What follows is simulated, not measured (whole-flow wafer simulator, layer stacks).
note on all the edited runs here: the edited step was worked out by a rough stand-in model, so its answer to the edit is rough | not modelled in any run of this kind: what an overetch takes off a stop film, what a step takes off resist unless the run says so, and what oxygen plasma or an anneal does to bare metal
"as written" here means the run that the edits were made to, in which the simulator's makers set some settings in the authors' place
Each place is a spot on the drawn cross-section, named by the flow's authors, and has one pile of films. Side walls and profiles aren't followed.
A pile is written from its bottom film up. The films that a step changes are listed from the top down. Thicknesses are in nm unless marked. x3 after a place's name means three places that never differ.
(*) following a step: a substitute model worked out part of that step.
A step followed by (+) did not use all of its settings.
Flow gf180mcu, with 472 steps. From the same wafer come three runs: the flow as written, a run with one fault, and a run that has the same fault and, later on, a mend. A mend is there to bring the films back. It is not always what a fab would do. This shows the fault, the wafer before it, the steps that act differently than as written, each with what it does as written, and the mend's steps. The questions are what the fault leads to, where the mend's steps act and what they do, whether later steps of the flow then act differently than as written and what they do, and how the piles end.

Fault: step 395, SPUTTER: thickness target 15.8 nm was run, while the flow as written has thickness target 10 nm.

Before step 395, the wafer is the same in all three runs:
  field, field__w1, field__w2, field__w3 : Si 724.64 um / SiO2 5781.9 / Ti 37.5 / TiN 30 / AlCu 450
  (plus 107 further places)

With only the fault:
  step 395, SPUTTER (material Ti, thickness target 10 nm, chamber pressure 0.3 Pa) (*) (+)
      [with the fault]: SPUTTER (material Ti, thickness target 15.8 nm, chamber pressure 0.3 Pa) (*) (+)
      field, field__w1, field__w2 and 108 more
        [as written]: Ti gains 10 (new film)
        [with the fault]: Ti gains 15.8 (new film)
  Steps further on in the flow that do not act as written (1 more step, not shown, differs only slightly: by at most 2% or 0.5 nm, whichever is larger):
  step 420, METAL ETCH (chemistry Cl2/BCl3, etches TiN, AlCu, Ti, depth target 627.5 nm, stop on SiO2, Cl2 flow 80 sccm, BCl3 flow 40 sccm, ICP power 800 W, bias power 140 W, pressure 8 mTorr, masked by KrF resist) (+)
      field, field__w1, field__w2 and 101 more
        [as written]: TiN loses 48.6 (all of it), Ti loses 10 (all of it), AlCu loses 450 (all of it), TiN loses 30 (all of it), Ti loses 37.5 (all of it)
        [with the fault]: TiN loses 48.6 (all of it), Ti loses 15.8 (all of it), AlCu loses 450 (all of it), TiN loses 30 (all of it), Ti loses 37.5 (all of it)
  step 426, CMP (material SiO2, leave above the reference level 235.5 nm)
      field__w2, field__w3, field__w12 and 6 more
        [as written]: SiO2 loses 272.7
        [with the fault]: SiO2 loses 266.6
  By the end, the piles at field__w4, field__w8, contact, m1, m1__w1, mim, mim_1p0, m1_nw depart from the flow's by more than 2% or 0.5 nm, whichever is larger.
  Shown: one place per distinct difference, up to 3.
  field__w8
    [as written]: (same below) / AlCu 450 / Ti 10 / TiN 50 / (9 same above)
    [with the fault]: (same below) / AlCu 450 / Ti 15.8 / TiN 50 / (9 same above)
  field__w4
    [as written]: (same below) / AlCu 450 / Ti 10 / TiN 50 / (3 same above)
    [with the fault]: (same below) / AlCu 450 / Ti 15.8 / TiN 50 / (3 same above)
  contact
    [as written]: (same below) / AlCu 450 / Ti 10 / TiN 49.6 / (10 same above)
    [with the fault]: (same below) / AlCu 450 / Ti 15.8 / TiN 49.6 / (10 same above)

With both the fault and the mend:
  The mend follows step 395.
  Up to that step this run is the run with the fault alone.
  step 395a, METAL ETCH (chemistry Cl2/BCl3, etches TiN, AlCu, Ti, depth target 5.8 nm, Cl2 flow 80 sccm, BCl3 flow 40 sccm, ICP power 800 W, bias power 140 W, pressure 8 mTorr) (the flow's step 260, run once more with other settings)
      field, field__w1, field__w2 and 108 more
        Ti loses 5.8
  Every later step of the flow that is run acts as written at every place that is followed.
  By the end, the piles equal the flow's at every place that both follow.
